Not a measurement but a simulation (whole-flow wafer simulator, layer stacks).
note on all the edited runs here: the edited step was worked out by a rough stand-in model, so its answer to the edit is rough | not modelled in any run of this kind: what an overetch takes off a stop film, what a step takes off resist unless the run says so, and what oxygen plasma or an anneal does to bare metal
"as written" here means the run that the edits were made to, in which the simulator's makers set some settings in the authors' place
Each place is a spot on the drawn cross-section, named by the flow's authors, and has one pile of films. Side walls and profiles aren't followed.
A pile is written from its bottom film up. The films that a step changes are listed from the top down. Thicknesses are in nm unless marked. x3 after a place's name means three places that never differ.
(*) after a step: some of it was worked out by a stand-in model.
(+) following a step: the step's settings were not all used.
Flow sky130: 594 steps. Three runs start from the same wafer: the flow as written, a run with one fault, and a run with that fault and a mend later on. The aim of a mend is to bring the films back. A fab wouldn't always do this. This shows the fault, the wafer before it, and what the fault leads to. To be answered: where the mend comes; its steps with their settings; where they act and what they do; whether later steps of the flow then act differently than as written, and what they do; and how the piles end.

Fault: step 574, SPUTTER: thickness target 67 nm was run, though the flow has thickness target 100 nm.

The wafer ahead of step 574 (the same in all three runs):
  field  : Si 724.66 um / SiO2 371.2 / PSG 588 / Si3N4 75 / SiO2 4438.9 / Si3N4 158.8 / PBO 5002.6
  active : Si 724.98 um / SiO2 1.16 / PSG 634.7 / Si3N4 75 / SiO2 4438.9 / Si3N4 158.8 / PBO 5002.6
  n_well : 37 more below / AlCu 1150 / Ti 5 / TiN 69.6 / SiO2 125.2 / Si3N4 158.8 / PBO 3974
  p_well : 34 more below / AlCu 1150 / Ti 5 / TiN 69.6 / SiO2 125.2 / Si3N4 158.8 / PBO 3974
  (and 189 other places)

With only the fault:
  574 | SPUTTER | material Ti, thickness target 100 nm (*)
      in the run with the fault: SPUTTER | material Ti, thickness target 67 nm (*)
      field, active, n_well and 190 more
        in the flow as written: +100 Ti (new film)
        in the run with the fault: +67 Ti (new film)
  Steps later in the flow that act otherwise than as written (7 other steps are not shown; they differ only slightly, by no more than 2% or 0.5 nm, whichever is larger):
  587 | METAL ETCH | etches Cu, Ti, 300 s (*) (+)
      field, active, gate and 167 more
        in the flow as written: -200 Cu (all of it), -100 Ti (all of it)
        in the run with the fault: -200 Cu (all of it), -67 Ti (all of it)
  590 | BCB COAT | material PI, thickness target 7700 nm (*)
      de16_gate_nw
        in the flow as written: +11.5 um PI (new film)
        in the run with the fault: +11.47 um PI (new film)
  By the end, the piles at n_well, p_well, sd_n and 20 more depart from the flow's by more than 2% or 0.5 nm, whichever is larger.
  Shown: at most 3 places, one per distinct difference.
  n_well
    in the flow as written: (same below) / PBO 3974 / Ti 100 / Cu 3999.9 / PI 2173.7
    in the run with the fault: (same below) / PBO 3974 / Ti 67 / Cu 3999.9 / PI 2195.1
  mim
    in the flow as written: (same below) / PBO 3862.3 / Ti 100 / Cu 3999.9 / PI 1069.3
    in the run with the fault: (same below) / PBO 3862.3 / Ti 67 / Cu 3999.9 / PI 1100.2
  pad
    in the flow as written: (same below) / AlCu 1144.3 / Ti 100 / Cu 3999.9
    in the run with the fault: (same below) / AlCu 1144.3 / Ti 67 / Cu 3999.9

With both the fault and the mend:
  After step 574 comes the mend.
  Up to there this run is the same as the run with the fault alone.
  574a | SPUTTER | material Ti, thickness target 33 nm (*) (the flow's step 574, run once more with other settings)
      field, active, n_well and 190 more
        +33 Ti
  Every later step of the flow that is run acts as written, at every place that is followed, to within 2% or 0.5 nm, whichever is larger.
  By the end, the piles equal the flow's at every place that both follow.
